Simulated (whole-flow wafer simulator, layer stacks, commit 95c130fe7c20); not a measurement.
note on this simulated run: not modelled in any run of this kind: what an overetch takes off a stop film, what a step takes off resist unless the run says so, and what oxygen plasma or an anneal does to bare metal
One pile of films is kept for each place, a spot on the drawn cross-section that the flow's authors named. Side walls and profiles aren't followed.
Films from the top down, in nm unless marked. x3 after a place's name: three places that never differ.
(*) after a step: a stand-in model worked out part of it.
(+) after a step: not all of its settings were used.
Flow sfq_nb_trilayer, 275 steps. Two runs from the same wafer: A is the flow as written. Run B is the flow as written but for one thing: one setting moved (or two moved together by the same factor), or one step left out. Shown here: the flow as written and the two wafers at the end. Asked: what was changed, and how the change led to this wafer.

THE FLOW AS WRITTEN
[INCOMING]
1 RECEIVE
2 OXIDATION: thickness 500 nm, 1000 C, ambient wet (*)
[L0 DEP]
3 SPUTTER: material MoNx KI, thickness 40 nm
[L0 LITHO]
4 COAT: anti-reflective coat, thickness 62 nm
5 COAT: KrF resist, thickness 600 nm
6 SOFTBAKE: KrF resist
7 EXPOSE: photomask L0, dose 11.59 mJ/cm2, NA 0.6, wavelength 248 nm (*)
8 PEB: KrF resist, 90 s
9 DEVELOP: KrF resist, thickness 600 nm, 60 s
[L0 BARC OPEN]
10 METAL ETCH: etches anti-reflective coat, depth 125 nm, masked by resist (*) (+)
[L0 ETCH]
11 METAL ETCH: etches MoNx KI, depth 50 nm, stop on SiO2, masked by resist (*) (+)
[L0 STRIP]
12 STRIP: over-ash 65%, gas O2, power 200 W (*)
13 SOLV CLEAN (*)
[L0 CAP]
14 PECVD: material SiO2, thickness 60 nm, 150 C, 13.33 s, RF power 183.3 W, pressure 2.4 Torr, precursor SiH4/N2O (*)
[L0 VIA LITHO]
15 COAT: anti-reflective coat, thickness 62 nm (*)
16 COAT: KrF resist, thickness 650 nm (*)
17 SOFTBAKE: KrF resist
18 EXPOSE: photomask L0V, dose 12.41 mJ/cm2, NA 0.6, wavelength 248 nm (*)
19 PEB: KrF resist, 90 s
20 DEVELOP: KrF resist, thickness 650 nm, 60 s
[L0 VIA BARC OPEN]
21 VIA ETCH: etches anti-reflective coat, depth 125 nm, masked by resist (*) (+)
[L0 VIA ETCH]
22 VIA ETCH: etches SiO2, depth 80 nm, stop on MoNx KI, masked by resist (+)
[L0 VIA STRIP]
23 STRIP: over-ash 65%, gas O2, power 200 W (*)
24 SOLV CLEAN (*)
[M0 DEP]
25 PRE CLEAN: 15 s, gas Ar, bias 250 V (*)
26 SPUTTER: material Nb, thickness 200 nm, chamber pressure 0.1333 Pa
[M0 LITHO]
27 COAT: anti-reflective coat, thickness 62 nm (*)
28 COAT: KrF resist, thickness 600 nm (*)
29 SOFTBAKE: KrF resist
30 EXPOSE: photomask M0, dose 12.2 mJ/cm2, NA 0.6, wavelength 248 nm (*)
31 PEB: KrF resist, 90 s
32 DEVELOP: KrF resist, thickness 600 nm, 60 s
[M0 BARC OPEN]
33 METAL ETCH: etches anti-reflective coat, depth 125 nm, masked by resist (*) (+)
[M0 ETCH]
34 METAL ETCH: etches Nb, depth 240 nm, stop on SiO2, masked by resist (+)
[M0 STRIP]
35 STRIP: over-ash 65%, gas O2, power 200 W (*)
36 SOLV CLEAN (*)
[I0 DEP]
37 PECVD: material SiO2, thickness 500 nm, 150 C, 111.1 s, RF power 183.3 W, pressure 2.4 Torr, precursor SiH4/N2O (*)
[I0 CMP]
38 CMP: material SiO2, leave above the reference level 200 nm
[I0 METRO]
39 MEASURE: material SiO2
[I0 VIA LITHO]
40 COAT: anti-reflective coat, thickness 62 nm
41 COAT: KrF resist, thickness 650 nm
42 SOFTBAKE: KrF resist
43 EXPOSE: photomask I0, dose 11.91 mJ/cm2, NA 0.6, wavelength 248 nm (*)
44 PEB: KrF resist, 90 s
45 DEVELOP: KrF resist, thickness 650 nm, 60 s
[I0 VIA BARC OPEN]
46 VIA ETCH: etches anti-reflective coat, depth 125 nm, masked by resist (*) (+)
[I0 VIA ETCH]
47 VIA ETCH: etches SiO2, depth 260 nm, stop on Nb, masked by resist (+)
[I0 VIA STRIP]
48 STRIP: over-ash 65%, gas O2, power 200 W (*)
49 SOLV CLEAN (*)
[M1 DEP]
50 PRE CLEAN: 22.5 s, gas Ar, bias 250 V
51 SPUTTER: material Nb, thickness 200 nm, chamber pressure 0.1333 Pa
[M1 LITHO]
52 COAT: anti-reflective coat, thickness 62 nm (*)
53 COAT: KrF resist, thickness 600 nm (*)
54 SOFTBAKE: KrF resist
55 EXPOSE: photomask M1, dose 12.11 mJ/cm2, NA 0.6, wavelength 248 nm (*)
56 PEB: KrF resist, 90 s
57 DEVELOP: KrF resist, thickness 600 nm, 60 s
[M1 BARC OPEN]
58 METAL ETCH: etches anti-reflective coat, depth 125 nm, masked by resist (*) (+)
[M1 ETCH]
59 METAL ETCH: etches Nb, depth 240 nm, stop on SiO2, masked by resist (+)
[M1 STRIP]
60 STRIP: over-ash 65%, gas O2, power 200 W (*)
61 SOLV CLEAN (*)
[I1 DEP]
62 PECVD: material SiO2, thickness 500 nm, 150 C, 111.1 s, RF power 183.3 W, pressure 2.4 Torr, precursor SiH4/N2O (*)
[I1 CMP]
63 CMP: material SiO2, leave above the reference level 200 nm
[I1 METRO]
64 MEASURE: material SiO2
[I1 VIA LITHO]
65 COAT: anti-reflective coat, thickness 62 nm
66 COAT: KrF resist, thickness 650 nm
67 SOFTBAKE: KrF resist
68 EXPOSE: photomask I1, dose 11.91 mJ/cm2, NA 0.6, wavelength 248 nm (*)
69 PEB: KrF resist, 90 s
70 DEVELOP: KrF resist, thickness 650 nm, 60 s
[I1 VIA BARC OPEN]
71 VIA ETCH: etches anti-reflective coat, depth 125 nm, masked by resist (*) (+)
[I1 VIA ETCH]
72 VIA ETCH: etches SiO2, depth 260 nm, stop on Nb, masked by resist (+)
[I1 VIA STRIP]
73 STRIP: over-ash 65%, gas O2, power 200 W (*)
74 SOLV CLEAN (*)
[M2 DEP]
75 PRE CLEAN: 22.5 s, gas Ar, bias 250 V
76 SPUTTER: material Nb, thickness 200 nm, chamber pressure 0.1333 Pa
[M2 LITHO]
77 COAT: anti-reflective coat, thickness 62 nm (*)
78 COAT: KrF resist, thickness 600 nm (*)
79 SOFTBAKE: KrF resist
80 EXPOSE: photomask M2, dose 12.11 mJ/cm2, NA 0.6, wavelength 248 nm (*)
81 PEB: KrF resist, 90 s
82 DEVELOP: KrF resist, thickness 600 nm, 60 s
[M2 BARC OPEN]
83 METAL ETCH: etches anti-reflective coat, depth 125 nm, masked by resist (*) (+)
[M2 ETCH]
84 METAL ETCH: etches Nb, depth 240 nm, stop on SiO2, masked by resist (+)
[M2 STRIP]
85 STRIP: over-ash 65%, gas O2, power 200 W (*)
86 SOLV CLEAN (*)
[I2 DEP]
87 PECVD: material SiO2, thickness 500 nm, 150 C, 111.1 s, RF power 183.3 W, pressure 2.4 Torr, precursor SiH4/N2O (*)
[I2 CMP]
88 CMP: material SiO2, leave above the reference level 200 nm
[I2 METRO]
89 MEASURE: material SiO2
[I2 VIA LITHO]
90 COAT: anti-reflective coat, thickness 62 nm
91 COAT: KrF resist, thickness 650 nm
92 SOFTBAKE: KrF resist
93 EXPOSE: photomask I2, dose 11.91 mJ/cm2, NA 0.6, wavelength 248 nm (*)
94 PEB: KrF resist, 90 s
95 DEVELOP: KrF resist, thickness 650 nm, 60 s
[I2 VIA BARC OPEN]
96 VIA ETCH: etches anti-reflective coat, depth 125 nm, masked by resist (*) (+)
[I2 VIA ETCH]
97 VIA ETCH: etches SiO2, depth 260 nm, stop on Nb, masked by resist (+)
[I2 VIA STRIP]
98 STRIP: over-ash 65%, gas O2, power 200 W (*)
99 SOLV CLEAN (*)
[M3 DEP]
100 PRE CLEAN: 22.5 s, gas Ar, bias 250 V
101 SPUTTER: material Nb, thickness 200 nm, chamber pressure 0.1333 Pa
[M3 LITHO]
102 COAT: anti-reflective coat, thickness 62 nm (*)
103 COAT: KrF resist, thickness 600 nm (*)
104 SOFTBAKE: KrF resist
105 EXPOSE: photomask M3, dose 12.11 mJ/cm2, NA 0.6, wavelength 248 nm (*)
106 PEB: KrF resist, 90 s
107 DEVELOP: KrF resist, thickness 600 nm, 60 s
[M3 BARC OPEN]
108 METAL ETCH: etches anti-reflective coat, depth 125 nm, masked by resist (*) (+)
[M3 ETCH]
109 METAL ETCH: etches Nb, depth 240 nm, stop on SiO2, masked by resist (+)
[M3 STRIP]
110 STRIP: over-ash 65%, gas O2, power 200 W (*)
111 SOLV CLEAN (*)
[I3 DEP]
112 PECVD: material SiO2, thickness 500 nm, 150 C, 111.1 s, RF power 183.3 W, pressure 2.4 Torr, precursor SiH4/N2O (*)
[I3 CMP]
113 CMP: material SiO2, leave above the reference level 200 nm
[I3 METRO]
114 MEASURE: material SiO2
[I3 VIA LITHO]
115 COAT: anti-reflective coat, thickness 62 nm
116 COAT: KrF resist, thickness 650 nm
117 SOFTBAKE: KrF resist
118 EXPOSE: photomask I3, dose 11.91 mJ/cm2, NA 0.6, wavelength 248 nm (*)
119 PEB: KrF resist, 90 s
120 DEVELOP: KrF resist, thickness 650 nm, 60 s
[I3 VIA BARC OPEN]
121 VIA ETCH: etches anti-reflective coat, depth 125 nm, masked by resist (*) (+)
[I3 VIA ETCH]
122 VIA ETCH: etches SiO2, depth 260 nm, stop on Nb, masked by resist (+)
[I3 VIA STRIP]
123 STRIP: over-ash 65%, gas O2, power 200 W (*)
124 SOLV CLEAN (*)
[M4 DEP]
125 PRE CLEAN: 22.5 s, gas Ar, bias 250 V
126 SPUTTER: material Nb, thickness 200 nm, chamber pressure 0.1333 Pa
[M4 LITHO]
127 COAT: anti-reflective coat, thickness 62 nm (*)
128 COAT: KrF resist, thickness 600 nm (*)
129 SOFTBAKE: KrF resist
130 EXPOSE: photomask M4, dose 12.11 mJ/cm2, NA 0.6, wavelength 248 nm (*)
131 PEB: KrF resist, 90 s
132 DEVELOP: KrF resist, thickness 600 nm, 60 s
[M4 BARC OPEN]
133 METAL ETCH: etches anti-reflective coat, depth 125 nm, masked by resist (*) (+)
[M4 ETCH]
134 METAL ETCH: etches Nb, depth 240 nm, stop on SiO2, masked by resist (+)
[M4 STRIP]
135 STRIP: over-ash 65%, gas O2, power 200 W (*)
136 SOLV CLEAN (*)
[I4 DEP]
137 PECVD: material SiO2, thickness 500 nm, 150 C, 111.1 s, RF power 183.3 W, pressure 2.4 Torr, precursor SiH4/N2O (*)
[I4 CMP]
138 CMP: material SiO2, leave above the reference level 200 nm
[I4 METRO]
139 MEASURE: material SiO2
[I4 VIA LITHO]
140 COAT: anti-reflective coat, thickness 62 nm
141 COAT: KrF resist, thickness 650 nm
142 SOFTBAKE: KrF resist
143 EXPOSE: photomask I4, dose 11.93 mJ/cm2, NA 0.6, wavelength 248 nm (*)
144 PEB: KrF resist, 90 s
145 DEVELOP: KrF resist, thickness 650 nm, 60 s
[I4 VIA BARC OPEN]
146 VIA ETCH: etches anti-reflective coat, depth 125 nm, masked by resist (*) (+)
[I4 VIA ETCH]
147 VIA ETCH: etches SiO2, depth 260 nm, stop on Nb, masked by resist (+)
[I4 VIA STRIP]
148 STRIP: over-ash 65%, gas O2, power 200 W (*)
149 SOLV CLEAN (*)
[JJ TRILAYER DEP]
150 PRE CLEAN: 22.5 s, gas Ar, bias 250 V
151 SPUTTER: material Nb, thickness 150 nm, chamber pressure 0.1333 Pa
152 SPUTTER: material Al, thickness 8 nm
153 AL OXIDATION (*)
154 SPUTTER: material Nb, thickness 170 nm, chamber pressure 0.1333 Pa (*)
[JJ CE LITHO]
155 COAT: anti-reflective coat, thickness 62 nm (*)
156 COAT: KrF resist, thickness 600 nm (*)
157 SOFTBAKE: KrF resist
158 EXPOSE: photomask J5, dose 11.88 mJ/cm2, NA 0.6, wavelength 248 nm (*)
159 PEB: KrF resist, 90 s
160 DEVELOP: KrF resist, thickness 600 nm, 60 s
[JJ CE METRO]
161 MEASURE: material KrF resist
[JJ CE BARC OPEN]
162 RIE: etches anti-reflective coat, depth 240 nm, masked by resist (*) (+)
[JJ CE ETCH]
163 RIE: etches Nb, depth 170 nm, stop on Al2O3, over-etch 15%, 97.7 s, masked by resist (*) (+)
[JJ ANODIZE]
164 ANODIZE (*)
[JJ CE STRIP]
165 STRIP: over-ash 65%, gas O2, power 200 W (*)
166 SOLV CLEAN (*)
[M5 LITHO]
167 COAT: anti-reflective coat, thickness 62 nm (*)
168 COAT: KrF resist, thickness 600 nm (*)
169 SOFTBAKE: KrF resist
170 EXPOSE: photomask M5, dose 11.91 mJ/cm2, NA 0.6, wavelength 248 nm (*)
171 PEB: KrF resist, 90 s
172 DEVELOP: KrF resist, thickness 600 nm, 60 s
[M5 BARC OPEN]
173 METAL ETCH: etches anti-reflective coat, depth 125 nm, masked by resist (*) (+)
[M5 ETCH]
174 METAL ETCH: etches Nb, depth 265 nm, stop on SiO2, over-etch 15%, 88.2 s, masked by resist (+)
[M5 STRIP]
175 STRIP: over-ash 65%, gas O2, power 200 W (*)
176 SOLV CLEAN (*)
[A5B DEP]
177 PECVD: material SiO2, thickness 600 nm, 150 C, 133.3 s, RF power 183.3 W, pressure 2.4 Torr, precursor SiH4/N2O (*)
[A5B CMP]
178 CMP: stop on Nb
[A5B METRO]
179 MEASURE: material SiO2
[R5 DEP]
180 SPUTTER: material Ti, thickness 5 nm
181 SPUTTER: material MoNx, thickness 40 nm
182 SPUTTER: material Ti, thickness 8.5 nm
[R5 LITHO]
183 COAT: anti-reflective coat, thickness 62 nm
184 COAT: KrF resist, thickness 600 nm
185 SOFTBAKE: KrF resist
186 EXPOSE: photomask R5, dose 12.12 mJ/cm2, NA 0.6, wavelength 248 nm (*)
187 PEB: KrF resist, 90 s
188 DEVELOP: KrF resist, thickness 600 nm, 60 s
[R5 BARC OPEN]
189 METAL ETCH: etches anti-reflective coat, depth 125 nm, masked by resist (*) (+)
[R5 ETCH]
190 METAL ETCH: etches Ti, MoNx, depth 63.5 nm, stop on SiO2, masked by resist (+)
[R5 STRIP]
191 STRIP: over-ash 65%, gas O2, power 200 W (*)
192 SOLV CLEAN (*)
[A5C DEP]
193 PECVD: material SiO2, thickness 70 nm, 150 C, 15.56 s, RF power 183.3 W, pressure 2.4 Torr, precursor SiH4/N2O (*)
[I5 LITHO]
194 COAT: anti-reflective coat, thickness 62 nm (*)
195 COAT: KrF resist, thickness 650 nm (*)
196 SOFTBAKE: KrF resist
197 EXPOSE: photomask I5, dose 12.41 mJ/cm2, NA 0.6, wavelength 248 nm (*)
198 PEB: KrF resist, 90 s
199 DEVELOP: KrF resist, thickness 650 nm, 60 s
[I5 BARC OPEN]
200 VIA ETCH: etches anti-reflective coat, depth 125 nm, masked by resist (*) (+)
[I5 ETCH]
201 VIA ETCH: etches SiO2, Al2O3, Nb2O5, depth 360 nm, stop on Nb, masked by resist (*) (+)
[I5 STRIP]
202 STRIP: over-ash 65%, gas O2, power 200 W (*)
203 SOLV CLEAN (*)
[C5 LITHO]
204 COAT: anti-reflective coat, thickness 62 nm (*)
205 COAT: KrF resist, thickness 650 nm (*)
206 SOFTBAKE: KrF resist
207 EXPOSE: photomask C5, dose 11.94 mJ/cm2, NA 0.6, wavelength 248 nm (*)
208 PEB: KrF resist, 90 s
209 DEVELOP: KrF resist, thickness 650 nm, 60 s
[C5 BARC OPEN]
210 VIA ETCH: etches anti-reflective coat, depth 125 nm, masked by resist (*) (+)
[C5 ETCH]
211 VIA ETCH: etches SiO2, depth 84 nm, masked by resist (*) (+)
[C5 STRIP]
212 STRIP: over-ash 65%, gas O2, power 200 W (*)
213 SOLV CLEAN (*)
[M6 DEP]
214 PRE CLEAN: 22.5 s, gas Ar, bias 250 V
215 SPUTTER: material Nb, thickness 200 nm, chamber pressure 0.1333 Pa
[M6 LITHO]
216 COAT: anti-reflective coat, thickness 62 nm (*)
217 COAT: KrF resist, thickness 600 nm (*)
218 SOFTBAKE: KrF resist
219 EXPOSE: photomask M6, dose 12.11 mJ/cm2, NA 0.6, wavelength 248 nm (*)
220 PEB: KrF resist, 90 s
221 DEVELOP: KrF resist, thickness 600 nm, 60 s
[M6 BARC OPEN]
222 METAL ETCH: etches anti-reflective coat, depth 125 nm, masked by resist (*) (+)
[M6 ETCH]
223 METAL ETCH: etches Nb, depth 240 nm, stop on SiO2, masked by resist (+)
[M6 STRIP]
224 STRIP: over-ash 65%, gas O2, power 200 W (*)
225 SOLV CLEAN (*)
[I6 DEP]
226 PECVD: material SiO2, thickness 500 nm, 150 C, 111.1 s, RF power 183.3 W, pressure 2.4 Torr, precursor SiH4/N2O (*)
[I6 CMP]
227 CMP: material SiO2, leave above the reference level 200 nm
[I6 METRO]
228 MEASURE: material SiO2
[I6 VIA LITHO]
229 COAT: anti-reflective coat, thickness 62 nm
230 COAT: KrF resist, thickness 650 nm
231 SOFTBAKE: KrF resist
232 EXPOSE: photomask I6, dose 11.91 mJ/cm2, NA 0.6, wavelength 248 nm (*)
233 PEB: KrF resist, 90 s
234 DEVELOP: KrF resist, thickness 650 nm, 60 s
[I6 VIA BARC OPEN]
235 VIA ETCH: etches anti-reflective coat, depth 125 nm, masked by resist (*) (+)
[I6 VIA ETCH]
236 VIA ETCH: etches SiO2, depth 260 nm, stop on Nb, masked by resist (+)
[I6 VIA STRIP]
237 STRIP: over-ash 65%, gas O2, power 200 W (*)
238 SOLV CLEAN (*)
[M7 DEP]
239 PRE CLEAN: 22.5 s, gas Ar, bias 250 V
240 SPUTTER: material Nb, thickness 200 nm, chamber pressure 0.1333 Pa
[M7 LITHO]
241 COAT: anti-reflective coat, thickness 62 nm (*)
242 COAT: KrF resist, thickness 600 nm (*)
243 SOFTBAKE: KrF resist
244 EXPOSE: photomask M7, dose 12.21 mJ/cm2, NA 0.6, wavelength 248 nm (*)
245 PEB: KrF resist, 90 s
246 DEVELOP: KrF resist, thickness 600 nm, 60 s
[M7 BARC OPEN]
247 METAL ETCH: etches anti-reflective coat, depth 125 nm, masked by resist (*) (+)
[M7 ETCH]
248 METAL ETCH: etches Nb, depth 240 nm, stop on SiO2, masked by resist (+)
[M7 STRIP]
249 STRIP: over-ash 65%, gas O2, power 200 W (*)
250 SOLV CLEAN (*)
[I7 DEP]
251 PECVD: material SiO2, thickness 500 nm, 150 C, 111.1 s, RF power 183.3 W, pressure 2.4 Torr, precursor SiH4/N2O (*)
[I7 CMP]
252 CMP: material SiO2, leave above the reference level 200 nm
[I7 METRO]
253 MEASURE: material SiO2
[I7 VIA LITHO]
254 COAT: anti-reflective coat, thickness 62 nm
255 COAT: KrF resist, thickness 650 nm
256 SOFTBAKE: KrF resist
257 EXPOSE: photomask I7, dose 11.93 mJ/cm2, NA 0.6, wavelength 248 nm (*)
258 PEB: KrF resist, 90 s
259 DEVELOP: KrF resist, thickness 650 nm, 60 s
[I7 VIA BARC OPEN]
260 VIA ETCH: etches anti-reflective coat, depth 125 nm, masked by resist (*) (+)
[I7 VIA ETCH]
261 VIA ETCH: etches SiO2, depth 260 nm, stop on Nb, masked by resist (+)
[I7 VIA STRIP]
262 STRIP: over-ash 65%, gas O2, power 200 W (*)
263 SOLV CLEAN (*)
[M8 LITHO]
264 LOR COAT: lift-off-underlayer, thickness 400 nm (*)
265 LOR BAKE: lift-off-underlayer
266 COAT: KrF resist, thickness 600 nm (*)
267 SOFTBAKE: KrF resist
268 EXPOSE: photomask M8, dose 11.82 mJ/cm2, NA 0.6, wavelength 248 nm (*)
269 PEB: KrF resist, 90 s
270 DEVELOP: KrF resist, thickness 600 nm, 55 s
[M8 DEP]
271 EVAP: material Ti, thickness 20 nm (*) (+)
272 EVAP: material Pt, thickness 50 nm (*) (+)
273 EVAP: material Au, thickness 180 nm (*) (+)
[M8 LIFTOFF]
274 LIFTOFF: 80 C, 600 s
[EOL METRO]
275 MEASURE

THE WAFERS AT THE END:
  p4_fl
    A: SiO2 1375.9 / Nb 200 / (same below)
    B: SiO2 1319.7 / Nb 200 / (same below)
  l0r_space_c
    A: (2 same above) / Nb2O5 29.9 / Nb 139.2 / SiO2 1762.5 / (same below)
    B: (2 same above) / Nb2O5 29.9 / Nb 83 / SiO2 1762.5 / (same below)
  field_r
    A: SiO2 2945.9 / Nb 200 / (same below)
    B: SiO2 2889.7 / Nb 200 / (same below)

The cause: step 151, SPUTTER: thickness 93.8 nm was run, where the flow has thickness 150 nm.

How the change led to this, step by step:
  151 SPUTTER: material Nb, thickness 150 nm, chamber pressure 0.1333 Pa
      field_l, v_sur, via_sp and 100 more: A Nb +150 (new film) | B Nb +93.8 (new film)
      via_wl, via_wr: A Nb +130.4 | B Nb +67
      (and at 1 more place)
  154 SPUTTER: material Nb, thickness 170 nm, chamber pressure 0.1333 Pa (*)
      via_w: A Nb +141 (new film) | B Nb +144.7 (new film)
  155 COAT: anti-reflective coat, thickness 62 nm (*)
      via_wl, via_wr: A anti-reflective coat +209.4 (new film) | B anti-reflective coat +229.7 (new film)
  162 RIE: etches anti-reflective coat, depth 240 nm, masked by resist (*) (+)
      ce_l, c5j, ce_r, wl_jj: A KrF resist -209.4 | B KrF resist -229.7
      via_wl, via_wr: A anti-reflective coat -209.4 (all of it) | B anti-reflective coat -229.7 (all of it)
  163 RIE: etches Nb, depth 170 nm, stop on Al2O3, over-etch 15%, 97.7 s, masked by resist (*) (+)
      via_w: A Nb -141 (all of it), Al2O3 -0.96 (all of it) | B Nb -144.7 (all of it), Al2O3 -0.96 (all of it)
  164 ANODIZE (*)
      via_wl, via_wr: A Al2O3 +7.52 (new film), Nb2O5 +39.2 (new film), Al -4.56 (all of it), Nb -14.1 | B Al2O3 +8.01 (new film), Nb2O5 +38.3 (new film), Al -4.86 (all of it), Nb -13.8
  165 STRIP: over-ash 65%, gas O2, power 200 W (*)
      c5j, ce_r: A KrF resist -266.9 (all of it), anti-reflective coat -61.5 (all of it) | B KrF resist -246.7 (all of it), anti-reflective coat -61.5 (all of it)
      ce_l: A KrF resist -266.8 (all of it), anti-reflective coat -61.4 (all of it) | B KrF resist -246.6 (all of it), anti-reflective coat -61.5 (all of it)
      (and at 1 more place)
  167 COAT: anti-reflective coat, thickness 62 nm (*)
      via_wl: A anti-reflective coat +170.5 (new film) | B anti-reflective coat +176.4 (new film)
      via_w: A anti-reflective coat +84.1 (new film) | B anti-reflective coat +78.5 (new film)
      (and at 1 more place)
  174 METAL ETCH: etches Nb, depth 265 nm, stop on SiO2, over-etch 15%, 88.2 s, masked by resist (+)
      field_l, r_sur, res and 50 more: A Al2O3 -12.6 (all of it), Nb2O5 -29.9 (all of it), Nb -139.2 (all of it), SiO2 -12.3 | B Al2O3 -12.6 (all of it), Nb2O5 -29.9 (all of it), Nb -83 (all of it), SiO2 -17.9
  175 STRIP: over-ash 65%, gas O2, power 200 W (*)
      via_wl: A KrF resist -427 (all of it), anti-reflective coat -170.5 (all of it) | B KrF resist -429.9 (all of it), anti-reflective coat -176.4 (all of it)
      via_w: A KrF resist -503.5 (all of it), anti-reflective coat -84.1 (all of it) | B KrF resist -497.5 (all of it), anti-reflective coat -78.5 (all of it)
      (and at 1 more place)
  177 PECVD: material SiO2, thickness 600 nm, 150 C, 133.3 s, RF power 183.3 W, pressure 2.4 Torr, precursor SiH4/N2O (*)
      via_wl, via_wr: A SiO2 +600 (new film) | B SiO2 +615.9 (new film)
  178 CMP: stop on Nb
      field_l, p4_fl, p4_fm and 39 more: A SiO2 -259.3 | B SiO2 -309.9
      r_sur, res, r_end, moat, field_r, lsp_l: A SiO2 -252.3 | B SiO2 -309.9
      (and at 8 more places)
